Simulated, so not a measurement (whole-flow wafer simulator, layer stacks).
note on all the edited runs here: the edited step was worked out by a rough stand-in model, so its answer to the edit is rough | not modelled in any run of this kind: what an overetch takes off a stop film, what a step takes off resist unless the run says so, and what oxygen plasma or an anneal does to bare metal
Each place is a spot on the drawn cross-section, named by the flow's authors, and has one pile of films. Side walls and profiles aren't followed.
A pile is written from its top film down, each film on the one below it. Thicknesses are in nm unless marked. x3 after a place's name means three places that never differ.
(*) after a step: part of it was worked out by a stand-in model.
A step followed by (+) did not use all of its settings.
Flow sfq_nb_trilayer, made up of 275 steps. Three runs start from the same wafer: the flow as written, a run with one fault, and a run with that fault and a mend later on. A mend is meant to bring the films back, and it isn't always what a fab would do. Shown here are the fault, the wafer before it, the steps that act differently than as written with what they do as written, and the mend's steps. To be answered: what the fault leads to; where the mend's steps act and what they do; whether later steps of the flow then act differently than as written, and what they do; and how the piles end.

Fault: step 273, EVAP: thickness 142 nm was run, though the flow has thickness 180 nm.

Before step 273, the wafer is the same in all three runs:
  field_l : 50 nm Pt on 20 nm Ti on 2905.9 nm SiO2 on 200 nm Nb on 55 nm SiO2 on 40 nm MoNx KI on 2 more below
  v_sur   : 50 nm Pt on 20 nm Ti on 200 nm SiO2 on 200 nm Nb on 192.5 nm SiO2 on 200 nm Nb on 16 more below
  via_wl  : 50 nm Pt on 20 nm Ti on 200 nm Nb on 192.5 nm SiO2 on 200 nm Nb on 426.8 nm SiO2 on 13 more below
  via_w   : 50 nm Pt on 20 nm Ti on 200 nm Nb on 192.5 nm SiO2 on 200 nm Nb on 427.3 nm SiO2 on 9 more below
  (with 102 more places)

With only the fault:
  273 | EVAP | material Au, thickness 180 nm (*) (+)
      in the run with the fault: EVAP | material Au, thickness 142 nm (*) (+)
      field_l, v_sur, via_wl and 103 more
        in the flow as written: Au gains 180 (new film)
        in the run with the fault: Au gains 142 (new film)
  Later steps of the flow acting differently than as written:
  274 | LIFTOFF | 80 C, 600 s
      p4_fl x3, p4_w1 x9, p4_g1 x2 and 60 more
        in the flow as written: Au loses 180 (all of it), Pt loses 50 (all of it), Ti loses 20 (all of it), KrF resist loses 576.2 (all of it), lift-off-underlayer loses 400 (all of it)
        in the run with the fault: Au loses 142 (all of it), Pt loses 50 (all of it), Ti loses 20 (all of it), KrF resist loses 576.2 (all of it), lift-off-underlayer loses 400 (all of it)
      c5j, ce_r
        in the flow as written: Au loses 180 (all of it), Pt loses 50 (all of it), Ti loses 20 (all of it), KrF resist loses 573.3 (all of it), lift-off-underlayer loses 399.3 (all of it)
        in the run with the fault: Au loses 142 (all of it), Pt loses 50 (all of it), Ti loses 20 (all of it), KrF resist loses 573.3 (all of it), lift-off-underlayer loses 399.3 (all of it)
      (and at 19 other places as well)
  At field_l, v_sur, via_wl and 8 more, the piles at the end differ from the flow's by more than 2% or 0.5 nm, whichever is larger.
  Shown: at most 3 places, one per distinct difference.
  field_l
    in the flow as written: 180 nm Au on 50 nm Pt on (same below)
    in the run with the fault: 142 nm Au on 50 nm Pt on (same below)

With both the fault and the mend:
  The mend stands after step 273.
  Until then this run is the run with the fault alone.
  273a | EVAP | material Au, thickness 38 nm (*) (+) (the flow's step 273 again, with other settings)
      field_l, v_sur, via_wl and 103 more
        Au gains 38
  None of the later steps of the flow acts differently than as written at any place that is followed.
  The piles end the same as the flow's at every place that both follow.
